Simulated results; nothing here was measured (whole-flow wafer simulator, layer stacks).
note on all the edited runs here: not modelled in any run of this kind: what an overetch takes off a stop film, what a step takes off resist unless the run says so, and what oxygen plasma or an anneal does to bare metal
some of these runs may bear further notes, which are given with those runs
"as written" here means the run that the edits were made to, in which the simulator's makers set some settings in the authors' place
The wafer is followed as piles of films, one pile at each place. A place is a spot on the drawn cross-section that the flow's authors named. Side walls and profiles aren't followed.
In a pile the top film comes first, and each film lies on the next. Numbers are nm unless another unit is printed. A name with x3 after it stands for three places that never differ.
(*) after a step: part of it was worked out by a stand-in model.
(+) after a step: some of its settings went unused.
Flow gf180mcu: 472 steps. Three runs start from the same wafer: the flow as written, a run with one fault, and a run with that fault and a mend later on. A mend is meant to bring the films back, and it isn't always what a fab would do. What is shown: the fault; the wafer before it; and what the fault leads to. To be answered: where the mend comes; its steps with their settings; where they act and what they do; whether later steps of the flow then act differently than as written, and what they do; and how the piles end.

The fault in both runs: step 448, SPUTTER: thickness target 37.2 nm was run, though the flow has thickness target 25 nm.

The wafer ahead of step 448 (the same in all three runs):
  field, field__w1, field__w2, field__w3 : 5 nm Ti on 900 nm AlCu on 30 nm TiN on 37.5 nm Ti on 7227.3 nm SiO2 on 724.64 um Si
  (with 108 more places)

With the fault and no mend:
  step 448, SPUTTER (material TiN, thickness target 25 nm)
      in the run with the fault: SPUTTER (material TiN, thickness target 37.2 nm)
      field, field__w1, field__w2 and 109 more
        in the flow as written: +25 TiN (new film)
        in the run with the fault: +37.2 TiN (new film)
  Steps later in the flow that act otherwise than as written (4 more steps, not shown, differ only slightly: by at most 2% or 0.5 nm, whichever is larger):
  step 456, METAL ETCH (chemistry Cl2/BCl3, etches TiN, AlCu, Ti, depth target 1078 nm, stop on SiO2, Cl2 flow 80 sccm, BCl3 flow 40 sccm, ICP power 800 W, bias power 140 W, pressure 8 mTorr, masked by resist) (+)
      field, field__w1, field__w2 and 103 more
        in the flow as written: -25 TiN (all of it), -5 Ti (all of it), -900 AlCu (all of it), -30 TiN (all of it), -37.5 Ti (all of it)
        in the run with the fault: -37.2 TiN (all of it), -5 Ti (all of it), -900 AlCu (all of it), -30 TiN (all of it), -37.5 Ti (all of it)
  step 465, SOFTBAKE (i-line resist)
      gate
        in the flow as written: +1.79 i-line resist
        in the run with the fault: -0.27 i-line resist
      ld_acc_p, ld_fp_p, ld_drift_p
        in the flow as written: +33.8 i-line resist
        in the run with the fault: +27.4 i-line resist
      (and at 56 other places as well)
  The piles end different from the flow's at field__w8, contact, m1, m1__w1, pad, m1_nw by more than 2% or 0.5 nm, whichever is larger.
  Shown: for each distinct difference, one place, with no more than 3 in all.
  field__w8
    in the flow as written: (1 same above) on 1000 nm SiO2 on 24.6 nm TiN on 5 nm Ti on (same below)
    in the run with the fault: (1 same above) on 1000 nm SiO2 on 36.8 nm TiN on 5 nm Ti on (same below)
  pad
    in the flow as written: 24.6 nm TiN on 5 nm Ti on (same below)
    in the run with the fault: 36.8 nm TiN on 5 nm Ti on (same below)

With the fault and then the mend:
  After step 455 comes the mend.
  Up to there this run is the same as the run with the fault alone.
  step 455a, STRIP (chemistry O2/N2, power 2160 W, pressure 1700 mTorr) (*)
      field__w8, contact, m1, m1__w1, pad, m1_nw
        -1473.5 resist (all of it)
  step 455b, METAL ETCH (chemistry Cl2/BCl3, etches TiN, AlCu, Ti, depth target 12.2 nm, Cl2 flow 80 sccm, BCl3 flow 40 sccm, ICP power 800 W, bias power 140 W, pressure 8 mTorr) (the flow's step 260, run once more with other settings)
      field, field__w1, field__w2 and 109 more
        -12.2 TiN
  step 455c, HMDS (120 C, 60 s) (the flow's step 450, run once more)
      alters no film at any place that is followed
  step 455d, COAT (resist, thickness 1500 nm) (the flow's step 451, run once more)
      field, field__w1, field__w2 and 109 more
        +1500 resist (new film)
  step 455e, SOFTBAKE (resist) (the flow's step 452, run once more)
      alters no film at any place that is followed
  step 455f, EXPOSE (photomask MetalTop) (the flow's step 453, run once more)
      alters no film at any place that is followed
  step 455g, PEB (resist, 70.3 s) (the flow's step 454, run once more)
      field, field__w1, field__w2 and 109 more
        -26.5 resist
  step 455h, DEVELOP (thickness 1500 nm, 60 s) (the flow's step 455, run once more)
      field, field__w1, field__w2 and 103 more
        -1473.5 resist (all of it)
  Later steps of the flow that are run all act as written at every place that is followed.
  At every place that both follow, the piles at the end match the flow's.
